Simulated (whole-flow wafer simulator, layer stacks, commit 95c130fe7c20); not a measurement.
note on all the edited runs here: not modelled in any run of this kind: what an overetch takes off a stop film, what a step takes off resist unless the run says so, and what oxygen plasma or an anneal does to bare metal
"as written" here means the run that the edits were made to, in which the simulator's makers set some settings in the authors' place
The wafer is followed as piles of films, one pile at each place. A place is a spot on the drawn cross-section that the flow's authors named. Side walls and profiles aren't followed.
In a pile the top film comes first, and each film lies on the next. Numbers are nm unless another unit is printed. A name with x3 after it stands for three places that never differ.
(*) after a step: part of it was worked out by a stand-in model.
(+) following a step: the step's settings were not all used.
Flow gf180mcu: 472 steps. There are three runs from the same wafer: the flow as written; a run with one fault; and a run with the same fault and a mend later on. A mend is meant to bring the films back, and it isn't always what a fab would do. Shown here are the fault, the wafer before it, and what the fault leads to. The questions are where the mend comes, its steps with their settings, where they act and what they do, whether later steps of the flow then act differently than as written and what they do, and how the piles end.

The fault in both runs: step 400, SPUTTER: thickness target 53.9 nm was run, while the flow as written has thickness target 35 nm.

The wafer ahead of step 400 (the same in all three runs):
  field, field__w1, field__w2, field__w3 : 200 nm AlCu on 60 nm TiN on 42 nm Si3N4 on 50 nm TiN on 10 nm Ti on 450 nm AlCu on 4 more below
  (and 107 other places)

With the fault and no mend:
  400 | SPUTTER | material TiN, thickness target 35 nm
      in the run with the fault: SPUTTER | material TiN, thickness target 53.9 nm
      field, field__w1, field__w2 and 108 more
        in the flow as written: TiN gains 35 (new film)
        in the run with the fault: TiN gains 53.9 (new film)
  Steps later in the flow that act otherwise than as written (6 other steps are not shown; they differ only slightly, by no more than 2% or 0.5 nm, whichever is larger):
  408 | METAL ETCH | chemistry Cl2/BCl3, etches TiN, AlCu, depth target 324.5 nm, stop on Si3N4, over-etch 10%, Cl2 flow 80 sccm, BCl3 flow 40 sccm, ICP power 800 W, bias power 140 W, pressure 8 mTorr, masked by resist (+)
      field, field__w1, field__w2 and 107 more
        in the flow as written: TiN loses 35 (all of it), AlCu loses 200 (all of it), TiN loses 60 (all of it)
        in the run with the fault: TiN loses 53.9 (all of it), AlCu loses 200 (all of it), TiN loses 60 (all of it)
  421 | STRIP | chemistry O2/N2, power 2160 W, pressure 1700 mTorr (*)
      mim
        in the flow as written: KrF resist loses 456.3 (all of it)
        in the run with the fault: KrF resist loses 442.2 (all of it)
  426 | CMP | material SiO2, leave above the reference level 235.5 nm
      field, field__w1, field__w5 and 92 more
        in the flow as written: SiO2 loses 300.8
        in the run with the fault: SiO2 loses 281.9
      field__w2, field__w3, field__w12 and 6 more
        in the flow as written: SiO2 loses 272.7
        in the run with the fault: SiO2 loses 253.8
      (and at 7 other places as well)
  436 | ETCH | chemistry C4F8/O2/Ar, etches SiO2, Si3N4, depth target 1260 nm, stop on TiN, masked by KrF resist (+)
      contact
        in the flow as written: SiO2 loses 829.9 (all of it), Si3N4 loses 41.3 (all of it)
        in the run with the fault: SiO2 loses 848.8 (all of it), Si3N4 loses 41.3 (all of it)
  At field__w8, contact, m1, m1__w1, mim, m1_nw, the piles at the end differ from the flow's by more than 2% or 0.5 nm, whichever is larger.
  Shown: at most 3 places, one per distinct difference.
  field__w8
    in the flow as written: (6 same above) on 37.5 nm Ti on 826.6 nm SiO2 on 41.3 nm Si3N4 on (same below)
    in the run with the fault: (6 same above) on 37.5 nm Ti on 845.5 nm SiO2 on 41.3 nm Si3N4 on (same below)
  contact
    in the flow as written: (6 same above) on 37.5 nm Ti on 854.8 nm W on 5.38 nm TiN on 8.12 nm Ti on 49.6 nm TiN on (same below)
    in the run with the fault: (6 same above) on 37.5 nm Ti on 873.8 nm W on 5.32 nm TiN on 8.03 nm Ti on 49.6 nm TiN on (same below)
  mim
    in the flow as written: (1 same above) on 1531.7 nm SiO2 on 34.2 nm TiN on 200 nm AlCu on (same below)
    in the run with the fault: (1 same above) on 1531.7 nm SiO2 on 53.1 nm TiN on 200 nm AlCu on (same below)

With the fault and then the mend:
  The mend stands after step 407.
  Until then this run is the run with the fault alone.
  407a | STRIP | chemistry O2/N2, power 2160 W, pressure 1700 mTorr (*)
      mim
        resist loses 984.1 (all of it)
  407b | METAL ETCH | chemistry Cl2/BCl3, etches TiN, AlCu, Ti, depth target 18.9 nm, Cl2 flow 80 sccm, BCl3 flow 40 sccm, ICP power 800 W, bias power 140 W, pressure 8 mTorr (a further turn of the flow's step 260, with different settings)
      field, field__w1, field__w2 and 108 more
        TiN loses 18.9
  407c | HMDS | 120 C, 60 s (a further turn of the flow's step 402)
      alters no film at any place that is followed
  407d | COAT | resist, thickness 1000 nm (a further turn of the flow's step 403)
      field, field__w1, field__w2 and 108 more
        resist gains 1000 (new film)
  407e | SOFTBAKE | resist (a further turn of the flow's step 404)
      alters no film at any place that is followed
  407f | EXPOSE | photomask FuseTop (a further turn of the flow's step 405)
      alters no film at any place that is followed
  407g | PEB | resist, 70.3 s (a further turn of the flow's step 406)
      field, field__w1, field__w2 and 108 more
        resist loses 15.9
  407h | DEVELOP | thickness 1000 nm, 60 s (a further turn of the flow's step 407)
      field, field__w1, field__w2 and 107 more
        resist loses 984.1 (all of it)
  Later steps of the flow that are run all act as written at every place that is followed.
  By the end, the piles equal the flow's at every place that both follow.
